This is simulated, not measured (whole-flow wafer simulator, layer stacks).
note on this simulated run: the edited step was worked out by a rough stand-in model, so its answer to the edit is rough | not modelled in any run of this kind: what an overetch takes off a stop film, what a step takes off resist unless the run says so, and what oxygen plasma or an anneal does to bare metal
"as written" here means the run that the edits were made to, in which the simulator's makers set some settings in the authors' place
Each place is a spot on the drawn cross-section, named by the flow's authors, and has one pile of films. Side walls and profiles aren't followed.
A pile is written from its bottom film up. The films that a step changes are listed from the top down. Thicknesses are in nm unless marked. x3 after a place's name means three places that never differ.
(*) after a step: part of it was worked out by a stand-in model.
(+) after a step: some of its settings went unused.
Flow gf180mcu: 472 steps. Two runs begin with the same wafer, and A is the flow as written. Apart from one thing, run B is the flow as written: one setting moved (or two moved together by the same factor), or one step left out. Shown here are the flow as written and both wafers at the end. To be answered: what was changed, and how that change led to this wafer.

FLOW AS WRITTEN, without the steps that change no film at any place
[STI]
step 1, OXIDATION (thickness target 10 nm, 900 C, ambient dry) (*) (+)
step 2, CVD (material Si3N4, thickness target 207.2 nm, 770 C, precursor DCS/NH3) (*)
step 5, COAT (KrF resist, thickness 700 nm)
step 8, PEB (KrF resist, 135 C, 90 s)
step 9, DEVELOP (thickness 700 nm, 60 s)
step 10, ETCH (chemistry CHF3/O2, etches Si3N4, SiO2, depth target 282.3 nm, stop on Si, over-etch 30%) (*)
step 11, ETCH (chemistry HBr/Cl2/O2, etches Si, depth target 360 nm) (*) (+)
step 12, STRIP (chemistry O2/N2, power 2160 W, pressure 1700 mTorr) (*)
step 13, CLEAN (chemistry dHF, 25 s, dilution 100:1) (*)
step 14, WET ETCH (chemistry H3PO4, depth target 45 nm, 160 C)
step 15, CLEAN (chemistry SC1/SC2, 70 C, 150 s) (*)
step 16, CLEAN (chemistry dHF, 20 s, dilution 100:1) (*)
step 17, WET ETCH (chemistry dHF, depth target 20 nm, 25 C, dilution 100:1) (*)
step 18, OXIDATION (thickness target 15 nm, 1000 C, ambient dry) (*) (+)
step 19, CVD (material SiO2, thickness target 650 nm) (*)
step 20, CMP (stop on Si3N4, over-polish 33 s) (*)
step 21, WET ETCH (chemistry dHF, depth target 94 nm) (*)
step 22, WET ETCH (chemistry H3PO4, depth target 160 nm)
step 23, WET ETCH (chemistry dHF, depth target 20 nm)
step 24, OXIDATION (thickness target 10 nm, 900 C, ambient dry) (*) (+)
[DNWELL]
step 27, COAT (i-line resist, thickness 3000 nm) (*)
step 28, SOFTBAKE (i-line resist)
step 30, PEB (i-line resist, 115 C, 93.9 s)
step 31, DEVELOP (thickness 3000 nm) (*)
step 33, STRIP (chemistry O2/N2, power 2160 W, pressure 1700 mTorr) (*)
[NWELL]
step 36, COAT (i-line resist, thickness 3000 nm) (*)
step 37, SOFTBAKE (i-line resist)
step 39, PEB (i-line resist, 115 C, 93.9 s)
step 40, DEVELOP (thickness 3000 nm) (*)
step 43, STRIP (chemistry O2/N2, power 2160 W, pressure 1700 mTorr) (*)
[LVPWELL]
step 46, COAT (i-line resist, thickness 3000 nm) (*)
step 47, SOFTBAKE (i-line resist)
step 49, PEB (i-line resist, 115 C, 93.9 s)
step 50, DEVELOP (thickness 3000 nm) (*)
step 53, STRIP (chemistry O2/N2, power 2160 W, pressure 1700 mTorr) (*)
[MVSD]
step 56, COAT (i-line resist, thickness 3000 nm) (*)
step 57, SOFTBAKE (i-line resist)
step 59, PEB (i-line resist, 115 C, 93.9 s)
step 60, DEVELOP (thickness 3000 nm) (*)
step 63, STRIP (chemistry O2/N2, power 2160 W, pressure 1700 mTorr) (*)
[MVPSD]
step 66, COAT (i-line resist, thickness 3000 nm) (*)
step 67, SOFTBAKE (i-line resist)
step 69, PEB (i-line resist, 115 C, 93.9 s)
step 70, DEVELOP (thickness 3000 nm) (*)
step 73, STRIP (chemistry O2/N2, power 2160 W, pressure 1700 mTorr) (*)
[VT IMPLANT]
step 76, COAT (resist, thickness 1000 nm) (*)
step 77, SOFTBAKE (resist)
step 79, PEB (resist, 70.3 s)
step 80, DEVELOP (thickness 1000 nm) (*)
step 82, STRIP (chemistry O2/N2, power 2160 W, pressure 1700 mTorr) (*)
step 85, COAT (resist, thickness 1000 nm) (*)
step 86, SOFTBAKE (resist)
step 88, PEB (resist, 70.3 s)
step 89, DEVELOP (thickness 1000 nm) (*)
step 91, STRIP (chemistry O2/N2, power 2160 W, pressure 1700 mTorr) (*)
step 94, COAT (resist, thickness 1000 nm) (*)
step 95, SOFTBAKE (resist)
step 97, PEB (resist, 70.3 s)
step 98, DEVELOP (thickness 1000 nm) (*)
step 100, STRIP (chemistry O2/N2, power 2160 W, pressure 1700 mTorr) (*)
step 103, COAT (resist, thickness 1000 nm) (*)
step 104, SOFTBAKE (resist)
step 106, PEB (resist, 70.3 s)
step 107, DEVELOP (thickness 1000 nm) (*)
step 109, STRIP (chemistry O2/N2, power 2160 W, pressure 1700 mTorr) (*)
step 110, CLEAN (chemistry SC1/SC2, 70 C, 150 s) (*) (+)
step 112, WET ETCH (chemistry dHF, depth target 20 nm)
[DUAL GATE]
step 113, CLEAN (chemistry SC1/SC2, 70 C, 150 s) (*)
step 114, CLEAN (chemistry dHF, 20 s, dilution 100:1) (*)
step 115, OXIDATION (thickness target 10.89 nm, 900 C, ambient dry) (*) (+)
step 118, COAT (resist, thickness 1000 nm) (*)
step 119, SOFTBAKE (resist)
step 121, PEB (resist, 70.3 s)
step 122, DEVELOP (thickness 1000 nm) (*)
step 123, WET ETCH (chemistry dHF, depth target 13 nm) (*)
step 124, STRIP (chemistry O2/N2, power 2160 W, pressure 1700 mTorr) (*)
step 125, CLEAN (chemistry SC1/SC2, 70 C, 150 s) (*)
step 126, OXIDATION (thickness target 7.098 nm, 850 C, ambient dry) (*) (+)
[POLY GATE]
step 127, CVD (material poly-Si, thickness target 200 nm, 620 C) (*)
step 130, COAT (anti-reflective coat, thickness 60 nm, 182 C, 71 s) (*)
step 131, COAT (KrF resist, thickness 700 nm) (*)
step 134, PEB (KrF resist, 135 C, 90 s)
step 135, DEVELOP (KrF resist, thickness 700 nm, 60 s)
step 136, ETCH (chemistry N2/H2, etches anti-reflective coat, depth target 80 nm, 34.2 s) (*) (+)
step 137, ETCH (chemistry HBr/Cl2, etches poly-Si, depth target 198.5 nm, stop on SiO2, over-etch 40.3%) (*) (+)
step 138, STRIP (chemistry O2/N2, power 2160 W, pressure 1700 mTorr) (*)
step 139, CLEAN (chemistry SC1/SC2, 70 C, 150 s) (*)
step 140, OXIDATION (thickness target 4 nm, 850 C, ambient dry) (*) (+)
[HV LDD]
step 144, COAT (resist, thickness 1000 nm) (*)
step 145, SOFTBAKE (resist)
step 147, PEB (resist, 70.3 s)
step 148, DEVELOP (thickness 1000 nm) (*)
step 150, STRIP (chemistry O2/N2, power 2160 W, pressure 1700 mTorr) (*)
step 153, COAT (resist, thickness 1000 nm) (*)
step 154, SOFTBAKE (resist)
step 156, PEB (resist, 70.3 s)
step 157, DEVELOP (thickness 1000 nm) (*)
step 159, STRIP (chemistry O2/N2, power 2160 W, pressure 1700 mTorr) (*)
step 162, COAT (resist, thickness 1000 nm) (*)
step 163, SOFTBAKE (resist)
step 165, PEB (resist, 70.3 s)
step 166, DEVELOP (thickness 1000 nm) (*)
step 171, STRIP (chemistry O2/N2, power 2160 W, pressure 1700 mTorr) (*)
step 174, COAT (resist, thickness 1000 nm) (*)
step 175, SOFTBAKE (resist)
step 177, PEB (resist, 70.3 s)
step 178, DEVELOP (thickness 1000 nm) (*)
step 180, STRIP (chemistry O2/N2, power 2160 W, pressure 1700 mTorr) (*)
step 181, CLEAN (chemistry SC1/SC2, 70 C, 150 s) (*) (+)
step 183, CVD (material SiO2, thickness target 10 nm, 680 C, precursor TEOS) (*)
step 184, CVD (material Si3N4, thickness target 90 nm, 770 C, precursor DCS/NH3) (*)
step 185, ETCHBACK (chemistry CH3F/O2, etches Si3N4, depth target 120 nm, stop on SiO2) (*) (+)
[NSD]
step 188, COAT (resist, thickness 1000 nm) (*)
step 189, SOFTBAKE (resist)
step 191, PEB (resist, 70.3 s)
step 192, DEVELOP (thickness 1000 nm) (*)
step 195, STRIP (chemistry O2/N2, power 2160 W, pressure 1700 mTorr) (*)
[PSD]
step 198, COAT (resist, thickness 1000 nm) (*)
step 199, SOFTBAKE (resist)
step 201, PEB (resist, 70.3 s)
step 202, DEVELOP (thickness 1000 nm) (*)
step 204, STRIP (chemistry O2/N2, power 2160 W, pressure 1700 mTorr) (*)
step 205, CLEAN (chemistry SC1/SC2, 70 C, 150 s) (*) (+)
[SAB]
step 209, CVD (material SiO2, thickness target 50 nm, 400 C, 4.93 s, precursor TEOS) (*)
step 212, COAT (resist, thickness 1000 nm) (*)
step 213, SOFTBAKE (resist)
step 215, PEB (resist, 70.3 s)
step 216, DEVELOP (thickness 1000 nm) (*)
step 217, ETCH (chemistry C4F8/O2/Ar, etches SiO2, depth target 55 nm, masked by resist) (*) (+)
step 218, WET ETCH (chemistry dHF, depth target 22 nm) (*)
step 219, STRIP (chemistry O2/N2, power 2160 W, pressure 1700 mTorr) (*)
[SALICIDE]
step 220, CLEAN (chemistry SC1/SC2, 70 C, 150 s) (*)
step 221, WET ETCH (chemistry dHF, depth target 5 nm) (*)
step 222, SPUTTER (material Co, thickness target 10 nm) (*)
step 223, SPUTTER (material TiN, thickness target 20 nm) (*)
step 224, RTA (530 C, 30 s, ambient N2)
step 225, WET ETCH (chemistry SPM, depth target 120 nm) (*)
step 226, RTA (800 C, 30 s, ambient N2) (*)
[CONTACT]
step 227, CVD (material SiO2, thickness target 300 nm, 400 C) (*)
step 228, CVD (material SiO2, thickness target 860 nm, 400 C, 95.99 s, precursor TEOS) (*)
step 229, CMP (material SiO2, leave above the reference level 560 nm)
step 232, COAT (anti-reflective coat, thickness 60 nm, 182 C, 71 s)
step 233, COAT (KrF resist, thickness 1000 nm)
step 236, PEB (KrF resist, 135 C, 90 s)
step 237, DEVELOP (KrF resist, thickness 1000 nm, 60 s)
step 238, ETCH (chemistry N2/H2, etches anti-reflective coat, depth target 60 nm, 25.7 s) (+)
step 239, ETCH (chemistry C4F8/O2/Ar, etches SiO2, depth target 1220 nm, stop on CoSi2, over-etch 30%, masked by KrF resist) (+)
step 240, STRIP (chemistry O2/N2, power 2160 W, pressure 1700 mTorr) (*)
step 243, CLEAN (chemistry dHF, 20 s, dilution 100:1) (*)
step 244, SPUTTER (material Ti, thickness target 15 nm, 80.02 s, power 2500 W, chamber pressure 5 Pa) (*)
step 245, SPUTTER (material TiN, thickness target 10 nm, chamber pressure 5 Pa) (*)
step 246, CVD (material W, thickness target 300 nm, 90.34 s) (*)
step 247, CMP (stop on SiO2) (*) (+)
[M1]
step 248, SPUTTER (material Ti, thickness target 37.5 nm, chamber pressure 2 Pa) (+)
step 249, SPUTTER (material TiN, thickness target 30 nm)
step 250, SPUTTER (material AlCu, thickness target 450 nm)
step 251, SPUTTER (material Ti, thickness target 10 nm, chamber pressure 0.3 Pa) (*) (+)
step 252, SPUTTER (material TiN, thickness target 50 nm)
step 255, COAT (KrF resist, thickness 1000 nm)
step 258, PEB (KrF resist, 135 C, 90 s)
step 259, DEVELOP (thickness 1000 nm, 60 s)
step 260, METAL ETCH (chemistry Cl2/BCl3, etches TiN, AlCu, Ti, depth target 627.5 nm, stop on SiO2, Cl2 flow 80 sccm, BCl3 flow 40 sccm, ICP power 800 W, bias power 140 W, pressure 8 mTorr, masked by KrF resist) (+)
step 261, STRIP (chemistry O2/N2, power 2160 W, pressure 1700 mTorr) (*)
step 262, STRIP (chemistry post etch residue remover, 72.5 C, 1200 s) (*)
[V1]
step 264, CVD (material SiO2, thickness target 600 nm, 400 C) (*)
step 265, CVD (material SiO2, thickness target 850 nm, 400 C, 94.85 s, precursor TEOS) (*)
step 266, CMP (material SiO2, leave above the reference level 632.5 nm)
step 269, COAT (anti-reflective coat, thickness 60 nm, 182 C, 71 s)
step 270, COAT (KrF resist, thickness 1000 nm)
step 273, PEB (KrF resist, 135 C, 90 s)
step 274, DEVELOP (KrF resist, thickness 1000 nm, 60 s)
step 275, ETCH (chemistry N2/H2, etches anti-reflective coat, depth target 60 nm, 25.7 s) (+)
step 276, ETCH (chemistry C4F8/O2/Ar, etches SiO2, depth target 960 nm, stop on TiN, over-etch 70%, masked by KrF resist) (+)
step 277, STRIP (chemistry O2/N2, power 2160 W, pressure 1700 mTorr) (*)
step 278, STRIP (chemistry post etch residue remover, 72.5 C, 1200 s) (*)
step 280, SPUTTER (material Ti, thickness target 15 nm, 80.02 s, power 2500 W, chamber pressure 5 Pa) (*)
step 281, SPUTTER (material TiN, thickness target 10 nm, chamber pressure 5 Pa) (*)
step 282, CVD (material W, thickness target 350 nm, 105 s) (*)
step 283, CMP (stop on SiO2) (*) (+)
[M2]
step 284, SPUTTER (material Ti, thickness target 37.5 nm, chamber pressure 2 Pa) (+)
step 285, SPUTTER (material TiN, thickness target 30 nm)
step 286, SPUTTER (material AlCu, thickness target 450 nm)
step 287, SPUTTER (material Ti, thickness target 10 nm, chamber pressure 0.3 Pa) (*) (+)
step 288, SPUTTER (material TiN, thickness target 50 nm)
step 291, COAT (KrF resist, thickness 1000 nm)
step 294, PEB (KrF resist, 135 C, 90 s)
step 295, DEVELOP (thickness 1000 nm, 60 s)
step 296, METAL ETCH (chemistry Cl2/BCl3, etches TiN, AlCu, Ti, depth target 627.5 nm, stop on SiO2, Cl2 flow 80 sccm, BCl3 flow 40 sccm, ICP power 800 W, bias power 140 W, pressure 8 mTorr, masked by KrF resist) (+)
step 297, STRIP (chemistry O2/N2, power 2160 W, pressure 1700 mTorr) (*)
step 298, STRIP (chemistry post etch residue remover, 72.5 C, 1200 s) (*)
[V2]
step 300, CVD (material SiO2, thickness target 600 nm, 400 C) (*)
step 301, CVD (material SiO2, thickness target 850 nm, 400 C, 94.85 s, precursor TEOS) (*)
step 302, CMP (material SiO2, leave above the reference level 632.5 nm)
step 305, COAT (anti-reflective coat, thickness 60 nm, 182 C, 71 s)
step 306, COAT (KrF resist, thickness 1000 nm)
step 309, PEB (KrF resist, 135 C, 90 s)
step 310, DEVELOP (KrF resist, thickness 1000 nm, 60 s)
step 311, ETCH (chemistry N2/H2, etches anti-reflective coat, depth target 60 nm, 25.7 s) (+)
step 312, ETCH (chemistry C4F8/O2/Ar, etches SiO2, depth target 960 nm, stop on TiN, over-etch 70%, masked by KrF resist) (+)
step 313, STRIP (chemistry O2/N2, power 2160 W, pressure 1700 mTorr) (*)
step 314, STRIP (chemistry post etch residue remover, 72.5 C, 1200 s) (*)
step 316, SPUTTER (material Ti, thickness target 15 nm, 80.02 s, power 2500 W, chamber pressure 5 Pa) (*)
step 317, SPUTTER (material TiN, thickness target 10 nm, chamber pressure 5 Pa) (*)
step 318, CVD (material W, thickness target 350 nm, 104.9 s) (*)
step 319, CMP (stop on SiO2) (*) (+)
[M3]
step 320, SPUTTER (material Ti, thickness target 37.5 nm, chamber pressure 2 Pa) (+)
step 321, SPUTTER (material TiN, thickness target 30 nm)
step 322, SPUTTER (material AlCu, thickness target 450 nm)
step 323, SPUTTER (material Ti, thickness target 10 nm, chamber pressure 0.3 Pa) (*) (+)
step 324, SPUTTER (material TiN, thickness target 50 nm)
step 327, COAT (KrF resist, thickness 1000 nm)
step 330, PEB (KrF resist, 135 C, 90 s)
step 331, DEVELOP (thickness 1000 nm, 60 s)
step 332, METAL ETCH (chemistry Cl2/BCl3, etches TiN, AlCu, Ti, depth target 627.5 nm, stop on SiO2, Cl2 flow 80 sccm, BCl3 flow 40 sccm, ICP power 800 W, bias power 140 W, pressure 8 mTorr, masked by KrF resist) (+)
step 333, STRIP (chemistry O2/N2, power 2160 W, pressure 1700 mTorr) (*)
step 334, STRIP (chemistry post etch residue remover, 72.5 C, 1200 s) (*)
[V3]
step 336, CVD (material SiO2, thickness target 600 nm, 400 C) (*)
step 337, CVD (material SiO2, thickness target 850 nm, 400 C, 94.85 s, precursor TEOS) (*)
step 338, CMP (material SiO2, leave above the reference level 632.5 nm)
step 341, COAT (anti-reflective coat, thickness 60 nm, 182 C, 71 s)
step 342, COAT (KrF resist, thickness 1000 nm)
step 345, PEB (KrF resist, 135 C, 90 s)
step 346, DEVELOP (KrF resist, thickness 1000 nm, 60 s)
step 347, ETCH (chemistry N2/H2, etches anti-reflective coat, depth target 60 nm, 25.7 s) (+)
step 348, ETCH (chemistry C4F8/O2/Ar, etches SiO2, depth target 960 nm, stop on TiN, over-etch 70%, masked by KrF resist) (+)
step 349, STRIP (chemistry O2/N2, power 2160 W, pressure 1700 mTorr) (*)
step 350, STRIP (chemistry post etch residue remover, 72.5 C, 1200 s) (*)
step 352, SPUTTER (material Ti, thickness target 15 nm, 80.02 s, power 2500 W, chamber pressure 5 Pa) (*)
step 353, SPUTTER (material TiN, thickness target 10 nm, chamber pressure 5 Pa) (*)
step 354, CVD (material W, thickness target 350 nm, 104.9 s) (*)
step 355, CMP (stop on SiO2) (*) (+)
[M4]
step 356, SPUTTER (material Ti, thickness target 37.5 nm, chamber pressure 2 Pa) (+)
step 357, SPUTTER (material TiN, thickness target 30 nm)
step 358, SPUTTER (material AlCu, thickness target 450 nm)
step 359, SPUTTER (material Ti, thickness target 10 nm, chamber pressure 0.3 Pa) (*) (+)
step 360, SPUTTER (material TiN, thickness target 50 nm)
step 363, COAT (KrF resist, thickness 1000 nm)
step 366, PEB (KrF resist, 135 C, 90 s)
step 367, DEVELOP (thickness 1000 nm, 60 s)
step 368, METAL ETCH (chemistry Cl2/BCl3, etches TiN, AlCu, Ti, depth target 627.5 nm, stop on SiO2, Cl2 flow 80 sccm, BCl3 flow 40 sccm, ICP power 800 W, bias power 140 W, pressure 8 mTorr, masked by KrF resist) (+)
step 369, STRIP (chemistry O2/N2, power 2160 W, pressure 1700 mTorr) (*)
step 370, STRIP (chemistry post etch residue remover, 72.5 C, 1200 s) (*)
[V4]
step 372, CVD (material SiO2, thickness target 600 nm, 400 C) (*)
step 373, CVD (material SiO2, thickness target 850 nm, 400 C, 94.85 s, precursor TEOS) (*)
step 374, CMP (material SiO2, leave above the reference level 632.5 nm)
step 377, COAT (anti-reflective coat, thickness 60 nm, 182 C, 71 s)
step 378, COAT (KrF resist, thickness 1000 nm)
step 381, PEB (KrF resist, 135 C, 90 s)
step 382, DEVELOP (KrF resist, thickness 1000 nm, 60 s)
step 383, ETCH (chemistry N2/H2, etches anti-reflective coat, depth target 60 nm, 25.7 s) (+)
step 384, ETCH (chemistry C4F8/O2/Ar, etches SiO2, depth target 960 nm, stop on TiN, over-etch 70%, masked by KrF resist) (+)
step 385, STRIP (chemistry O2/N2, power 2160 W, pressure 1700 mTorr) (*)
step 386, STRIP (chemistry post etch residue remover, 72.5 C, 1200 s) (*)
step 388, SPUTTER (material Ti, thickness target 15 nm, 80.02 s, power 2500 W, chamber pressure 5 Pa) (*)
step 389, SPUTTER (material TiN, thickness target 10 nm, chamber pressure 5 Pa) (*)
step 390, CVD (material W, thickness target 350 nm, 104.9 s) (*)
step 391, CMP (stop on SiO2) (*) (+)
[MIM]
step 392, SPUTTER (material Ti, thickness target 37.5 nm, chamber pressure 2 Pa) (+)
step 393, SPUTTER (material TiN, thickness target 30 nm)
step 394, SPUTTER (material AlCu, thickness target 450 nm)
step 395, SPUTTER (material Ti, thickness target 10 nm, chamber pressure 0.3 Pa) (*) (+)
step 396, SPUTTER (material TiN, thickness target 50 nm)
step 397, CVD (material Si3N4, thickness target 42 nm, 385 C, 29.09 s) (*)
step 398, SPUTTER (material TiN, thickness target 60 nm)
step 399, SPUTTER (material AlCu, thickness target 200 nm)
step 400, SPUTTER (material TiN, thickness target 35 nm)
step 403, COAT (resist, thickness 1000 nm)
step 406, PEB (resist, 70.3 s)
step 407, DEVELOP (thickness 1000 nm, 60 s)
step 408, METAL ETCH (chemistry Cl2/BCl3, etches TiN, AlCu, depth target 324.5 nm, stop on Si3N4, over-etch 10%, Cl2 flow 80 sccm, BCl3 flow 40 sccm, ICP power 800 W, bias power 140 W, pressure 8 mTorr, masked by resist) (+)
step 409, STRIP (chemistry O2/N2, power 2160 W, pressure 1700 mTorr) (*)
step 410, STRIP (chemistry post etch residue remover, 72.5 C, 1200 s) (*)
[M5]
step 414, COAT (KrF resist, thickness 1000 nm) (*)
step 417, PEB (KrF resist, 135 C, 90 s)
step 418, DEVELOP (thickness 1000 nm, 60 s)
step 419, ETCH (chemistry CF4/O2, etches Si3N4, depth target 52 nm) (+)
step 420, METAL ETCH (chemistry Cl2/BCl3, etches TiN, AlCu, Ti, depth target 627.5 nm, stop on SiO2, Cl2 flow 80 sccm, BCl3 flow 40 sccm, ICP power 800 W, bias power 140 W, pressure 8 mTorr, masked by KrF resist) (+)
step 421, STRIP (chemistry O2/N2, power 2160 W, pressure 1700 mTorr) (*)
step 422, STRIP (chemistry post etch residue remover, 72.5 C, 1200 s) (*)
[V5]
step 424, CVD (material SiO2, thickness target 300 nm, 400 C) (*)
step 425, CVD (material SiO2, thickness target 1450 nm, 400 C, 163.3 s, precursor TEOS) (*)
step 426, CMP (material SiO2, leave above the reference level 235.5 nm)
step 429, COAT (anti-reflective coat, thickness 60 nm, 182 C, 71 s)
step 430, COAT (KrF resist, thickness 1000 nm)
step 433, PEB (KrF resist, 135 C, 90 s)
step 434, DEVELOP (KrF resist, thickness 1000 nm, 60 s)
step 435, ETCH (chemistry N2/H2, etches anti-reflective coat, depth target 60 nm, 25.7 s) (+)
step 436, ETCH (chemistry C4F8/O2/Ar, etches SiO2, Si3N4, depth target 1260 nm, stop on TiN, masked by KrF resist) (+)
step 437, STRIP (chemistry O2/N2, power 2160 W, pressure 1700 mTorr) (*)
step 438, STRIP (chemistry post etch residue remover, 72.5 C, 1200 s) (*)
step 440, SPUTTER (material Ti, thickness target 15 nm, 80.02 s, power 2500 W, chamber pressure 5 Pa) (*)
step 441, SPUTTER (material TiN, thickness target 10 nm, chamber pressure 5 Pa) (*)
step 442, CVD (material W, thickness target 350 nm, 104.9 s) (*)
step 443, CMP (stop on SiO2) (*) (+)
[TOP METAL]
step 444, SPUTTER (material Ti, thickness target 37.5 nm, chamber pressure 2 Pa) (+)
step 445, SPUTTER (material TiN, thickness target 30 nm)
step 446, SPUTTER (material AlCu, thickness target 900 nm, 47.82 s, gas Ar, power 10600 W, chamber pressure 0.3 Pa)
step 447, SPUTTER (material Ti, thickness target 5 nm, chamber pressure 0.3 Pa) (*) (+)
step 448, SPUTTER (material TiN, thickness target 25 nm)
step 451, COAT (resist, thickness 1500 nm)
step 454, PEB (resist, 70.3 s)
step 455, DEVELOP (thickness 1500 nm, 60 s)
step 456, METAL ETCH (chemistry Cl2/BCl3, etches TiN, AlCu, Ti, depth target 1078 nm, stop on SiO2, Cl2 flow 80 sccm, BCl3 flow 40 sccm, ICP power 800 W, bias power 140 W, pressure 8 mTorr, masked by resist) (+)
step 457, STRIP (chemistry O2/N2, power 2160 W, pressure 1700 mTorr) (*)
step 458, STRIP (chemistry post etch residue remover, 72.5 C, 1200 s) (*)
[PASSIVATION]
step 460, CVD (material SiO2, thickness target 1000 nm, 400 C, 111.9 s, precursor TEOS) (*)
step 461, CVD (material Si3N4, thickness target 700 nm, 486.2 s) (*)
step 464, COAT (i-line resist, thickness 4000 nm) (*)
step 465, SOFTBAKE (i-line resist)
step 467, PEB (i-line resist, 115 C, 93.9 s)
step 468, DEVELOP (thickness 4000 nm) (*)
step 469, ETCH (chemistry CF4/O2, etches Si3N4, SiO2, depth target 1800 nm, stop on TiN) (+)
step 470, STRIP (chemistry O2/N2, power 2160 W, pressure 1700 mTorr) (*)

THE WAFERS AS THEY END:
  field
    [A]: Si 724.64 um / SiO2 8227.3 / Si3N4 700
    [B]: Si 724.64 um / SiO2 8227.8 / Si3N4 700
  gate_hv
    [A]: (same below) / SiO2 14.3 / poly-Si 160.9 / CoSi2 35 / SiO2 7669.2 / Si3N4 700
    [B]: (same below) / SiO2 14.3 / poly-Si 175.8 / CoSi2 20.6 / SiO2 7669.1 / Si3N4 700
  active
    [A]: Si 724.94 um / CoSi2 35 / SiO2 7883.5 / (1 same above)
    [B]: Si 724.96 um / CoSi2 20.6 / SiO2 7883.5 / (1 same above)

What caused this: step 222, SPUTTER: thickness target 5.9 nm was run, though the flow has thickness target 10 nm.

The path from the change to this, step by step:
  step 222, SPUTTER (material Co, thickness target 10 nm) (*)
      field, field__w7, field__w8 and 71 more: A +10 Co (new film) | B +5.9 Co (new film)
      field__w6, field_sub, field_sub__w2: A +9.95 Co (new film) | B +5.87 Co (new film)
      (and at 34 other places as well)
  step 224, RTA (530 C, 30 s, ambient N2)
      gate, gate_hv, gate_p and 22 more: A under 1 film: +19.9 CoSi (new film), -10 Co (all of it), -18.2 poly-Si | B under 1 film: +11.7 CoSi (new film), -5.9 Co (all of it), -10.7 poly-Si
      active, p_well, sd_n and 11 more: A under 1 film: +19.9 CoSi (new film), -10 Co (all of it), -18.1 Si | B under 1 film: +11.7 CoSi (new film), -5.9 Co (all of it), -10.7 Si
      (and at 10 other places as well)
  step 225, WET ETCH (chemistry SPM, depth target 120 nm) (*)
      field, field__w7, field__w8 and 32 more: A -20 TiN (all of it), -10 Co (all of it) | B -20 TiN (all of it), -5.9 Co (all of it)
      field_sub, field_sub__w2: A -19.9 TiN (all of it), -9.95 Co (all of it) | B -19.9 TiN (all of it), -5.87 Co (all of it)
      (and at 25 other places as well)
  step 226, RTA (800 C, 30 s, ambient N2) (*)
      gate, gate_hv, gate_p and 22 more: A +35 CoSi2 (new film), -19.9 CoSi (all of it), -18.2 poly-Si | B +20.6 CoSi2 (new film), -11.7 CoSi (all of it), -10.7 poly-Si
      active, p_well, sd_n and 11 more: A +35 CoSi2 (new film), -19.9 CoSi (all of it), -18.1 Si | B +20.6 CoSi2 (new film), -11.7 CoSi (all of it), -10.7 Si
      (and at 10 other places as well)
